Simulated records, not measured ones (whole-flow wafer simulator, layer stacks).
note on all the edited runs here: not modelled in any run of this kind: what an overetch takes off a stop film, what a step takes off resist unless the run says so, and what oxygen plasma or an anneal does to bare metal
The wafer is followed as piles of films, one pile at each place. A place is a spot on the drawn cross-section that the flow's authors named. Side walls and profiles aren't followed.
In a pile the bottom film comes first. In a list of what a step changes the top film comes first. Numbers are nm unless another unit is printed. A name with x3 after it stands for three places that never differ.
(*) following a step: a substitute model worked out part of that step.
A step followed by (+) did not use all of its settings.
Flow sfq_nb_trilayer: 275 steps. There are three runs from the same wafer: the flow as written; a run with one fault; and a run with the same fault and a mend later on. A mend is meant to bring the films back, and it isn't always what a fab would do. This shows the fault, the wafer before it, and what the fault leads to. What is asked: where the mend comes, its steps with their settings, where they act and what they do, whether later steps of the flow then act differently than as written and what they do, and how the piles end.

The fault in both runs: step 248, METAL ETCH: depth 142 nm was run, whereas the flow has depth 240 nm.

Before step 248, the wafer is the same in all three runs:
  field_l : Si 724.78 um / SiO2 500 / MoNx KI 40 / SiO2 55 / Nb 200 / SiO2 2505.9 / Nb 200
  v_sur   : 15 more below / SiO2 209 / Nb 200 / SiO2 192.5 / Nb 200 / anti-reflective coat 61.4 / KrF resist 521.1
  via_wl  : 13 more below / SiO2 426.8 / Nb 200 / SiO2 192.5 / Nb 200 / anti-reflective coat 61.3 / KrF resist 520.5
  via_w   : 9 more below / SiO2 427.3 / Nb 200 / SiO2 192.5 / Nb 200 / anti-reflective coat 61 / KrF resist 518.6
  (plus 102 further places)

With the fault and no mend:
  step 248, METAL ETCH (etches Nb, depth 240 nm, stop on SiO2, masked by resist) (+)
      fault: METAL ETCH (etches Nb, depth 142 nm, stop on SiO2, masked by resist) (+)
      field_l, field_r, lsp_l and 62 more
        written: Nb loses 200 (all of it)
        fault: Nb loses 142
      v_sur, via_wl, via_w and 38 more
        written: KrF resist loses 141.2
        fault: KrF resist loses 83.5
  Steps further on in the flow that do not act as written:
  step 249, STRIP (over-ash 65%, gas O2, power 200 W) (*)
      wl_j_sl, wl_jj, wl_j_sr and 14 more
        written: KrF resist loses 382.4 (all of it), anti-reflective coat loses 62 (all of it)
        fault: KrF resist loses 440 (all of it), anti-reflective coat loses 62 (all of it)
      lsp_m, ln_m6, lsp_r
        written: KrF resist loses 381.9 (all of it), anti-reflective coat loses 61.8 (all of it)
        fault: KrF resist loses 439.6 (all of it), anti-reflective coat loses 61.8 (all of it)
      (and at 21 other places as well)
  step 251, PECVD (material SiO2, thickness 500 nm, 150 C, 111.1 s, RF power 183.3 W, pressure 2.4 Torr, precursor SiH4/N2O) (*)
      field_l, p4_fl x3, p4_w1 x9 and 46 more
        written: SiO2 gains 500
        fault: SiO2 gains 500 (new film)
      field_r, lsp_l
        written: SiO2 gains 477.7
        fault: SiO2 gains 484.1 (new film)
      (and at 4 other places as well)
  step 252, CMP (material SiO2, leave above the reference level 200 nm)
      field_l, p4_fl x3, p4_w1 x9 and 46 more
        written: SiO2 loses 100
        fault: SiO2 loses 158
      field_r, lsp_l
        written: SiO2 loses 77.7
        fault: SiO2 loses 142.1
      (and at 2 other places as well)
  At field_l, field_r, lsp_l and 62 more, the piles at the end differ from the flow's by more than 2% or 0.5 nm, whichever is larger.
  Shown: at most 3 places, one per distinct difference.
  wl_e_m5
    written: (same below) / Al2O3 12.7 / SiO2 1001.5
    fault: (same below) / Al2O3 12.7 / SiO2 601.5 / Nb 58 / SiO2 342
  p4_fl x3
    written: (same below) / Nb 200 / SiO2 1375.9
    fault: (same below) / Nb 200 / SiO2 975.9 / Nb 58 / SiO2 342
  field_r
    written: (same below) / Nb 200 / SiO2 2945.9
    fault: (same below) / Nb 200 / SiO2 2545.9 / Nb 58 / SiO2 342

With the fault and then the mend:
  The mend follows step 248.
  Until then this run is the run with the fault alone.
  step 248a, METAL ETCH (etches Nb, depth 98 nm, stop on SiO2, masked by resist) (+) (the flow's step 248, run once more with other settings)
      field_l, field_r, lsp_l and 62 more
        Nb loses 58 (all of it)
      v_sur, via_wl, via_w and 38 more
        KrF resist loses 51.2
  None of the later steps of the flow differs from how it acts as written, at any place that is followed, by more than 2% or 0.5 nm, whichever is larger.
  At every place that both follow, the piles at the end match the flow's.
